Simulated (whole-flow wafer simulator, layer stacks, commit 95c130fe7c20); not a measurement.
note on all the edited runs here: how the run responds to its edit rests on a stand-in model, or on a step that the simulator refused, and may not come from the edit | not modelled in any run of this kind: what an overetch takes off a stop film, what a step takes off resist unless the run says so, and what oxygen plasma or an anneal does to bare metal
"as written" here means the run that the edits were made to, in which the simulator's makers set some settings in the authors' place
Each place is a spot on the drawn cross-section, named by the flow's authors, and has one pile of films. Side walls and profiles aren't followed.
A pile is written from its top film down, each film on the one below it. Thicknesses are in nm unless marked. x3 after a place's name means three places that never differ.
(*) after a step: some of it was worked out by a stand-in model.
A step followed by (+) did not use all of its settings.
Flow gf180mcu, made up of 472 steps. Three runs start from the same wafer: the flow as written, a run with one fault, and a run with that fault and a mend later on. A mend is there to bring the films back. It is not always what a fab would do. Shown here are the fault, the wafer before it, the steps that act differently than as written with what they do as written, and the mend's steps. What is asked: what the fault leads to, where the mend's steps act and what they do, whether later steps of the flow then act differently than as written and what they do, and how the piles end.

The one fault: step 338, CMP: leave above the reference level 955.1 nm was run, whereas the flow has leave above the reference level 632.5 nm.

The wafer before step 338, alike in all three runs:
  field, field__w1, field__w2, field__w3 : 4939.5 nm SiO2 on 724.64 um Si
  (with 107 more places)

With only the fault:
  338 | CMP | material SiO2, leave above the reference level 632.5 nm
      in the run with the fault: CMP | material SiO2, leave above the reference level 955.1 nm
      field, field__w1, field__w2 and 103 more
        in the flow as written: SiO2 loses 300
        in the run with the fault: nothing
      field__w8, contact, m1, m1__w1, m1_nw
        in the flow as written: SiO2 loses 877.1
        in the run with the fault: SiO2 loses 554.5
  Later steps of the flow acting differently than as written (8 other steps are not shown; they differ only slightly, by no more than 2% or 0.5 nm, whichever is larger):
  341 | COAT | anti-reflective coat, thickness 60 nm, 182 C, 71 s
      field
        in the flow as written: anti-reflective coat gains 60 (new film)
        in the run with the fault: anti-reflective coat gains 68.9 (new film)
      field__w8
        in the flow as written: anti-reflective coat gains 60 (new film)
        in the run with the fault: anti-reflective coat gains 47 (new film)
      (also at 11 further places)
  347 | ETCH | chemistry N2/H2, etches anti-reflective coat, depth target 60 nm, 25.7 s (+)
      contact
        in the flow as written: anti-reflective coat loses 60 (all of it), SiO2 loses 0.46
        in the run with the fault: anti-reflective coat loses 47.2 (all of it), SiO2 loses 0.79
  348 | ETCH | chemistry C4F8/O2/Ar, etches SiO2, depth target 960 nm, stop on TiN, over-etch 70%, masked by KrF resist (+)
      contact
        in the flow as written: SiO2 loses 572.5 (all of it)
        in the run with the fault: SiO2 loses 894.7 (all of it)
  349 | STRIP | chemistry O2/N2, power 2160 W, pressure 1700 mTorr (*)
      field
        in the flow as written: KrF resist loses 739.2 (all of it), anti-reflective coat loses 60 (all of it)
        in the run with the fault: KrF resist loses 734.6 (all of it), anti-reflective coat loses 68.9 (all of it)
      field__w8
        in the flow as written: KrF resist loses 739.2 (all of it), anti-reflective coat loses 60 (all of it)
        in the run with the fault: KrF resist loses 737.1 (all of it), anti-reflective coat loses 47 (all of it)
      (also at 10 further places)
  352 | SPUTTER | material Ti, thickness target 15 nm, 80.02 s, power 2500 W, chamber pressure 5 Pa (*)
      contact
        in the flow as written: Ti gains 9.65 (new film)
        in the run with the fault: Ti gains 8.11 (new film)
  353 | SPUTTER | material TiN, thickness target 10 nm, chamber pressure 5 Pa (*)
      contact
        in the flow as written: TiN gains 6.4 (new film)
        in the run with the fault: TiN gains 5.38 (new film)
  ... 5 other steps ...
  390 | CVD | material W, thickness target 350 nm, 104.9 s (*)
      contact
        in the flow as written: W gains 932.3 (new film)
        in the run with the fault: W gains 954.1 (new film)
  The piles end different from the flow's at field, field__w1, field__w2 and 109 more by more than 2% or 0.5 nm, whichever is larger.
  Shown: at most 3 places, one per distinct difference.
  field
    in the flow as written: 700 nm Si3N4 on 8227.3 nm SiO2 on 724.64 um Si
    in the run with the fault: 700 nm Si3N4 on 8548.9 nm SiO2 on 724.64 um Si
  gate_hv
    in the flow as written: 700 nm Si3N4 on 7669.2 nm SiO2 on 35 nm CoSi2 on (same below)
    in the run with the fault: 700 nm Si3N4 on 7990.8 nm SiO2 on 35 nm CoSi2 on (same below)
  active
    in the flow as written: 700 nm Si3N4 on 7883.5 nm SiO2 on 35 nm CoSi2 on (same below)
    in the run with the fault: 700 nm Si3N4 on 8205.1 nm SiO2 on 35 nm CoSi2 on (same below)

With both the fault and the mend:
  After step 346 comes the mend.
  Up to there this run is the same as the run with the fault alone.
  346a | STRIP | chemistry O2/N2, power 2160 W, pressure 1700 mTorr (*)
      iso_ptap_pw, iso_ntap_nw, iso_nw_fld and 33 more
        KrF resist loses 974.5 (all of it), anti-reflective coat loses 60 (all of it)
      field__w6, field__w7, field__w10 and 25 more
        KrF resist loses 974.7 (all of it), anti-reflective coat loses 60.1 (all of it)
      field__w2, field__w3, field__w12 and 10 more
        KrF resist loses 974.8 (all of it), anti-reflective coat loses 60.1 (all of it)
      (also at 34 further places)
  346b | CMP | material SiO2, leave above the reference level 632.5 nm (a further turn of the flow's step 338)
      field, field__w1, field__w2 and 103 more
        SiO2 loses 300
      field__w8, contact, m1, m1__w1, m1_nw
        SiO2 loses 322.6
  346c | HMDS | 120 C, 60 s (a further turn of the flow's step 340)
      does not change any film at any place that is followed
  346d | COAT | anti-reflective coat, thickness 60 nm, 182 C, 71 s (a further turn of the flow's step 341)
      field, field__w1, field__w2 and 108 more
        anti-reflective coat gains 60 (new film)
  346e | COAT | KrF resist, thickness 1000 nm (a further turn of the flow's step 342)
      field, field__w1, field__w2 and 108 more
        KrF resist gains 1000 (new film)
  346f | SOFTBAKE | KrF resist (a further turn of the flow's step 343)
      does not change any film at any place that is followed
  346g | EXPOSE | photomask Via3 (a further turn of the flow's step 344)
      does not change any film at any place that is followed
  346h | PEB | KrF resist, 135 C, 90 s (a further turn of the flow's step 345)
      field, field__w1, field__w2 and 108 more
        KrF resist loses 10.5
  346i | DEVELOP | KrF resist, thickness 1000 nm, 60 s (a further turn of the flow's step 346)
      field, field__w1, field__w2 and 107 more
        KrF resist loses 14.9
      contact
        KrF resist loses 989.5 (all of it)
  Every later step of the flow that is run acts as written at every place that is followed.
  At every place that both follow, the piles at the end match the flow's.
